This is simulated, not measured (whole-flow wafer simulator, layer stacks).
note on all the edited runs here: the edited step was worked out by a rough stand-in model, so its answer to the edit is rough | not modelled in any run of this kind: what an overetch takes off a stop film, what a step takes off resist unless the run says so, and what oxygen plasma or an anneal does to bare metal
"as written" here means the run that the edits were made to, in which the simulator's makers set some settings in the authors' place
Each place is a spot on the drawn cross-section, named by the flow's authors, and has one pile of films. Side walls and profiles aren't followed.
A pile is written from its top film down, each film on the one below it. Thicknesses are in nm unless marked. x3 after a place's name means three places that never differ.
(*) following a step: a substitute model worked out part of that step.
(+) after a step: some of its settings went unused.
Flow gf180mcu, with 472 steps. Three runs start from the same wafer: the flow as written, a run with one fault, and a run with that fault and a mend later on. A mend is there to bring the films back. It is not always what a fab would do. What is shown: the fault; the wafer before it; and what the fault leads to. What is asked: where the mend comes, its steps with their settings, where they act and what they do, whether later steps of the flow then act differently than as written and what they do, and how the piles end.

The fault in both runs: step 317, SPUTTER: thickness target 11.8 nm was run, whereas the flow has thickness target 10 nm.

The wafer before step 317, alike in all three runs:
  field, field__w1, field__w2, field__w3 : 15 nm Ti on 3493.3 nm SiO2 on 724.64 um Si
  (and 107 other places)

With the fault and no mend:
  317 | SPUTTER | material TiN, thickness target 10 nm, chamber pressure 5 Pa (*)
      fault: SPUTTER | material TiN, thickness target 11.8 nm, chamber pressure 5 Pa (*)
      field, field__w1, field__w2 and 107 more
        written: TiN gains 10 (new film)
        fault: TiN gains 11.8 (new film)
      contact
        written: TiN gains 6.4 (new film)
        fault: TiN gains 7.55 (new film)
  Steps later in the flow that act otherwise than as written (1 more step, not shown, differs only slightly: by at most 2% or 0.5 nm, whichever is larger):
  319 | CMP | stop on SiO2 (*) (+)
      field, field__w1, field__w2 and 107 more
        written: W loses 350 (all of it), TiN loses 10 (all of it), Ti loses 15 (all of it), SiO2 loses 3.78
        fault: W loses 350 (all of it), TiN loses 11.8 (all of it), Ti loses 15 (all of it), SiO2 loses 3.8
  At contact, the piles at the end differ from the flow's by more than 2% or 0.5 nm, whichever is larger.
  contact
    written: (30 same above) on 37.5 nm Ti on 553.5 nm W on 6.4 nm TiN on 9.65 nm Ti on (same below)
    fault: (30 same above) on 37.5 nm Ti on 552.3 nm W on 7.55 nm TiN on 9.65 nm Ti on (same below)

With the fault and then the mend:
  After step 317 comes the mend.
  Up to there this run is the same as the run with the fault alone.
  317a | METAL ETCH | chemistry Cl2/BCl3, etches TiN, AlCu, Ti, depth target 1.8 nm, Cl2 flow 80 sccm, BCl3 flow 40 sccm, ICP power 800 W, bias power 140 W, pressure 8 mTorr (a further turn of the flow's step 260, with different settings)
      field, field__w1, field__w2 and 108 more
        TiN loses 1.8
  Every later step of the flow that is run acts as written, at every place that is followed, to within 2% or 0.5 nm, whichever is larger.
  At contact, the piles at the end differ from the flow's by more than 2% or 0.5 nm, whichever is larger.
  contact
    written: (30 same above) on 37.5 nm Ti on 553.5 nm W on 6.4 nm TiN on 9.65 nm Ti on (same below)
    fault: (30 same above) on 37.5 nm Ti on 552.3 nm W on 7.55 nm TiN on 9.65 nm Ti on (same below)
    mend: (30 same above) on 37.5 nm Ti on 554.2 nm W on 5.75 nm TiN on 9.65 nm Ti on (same below)
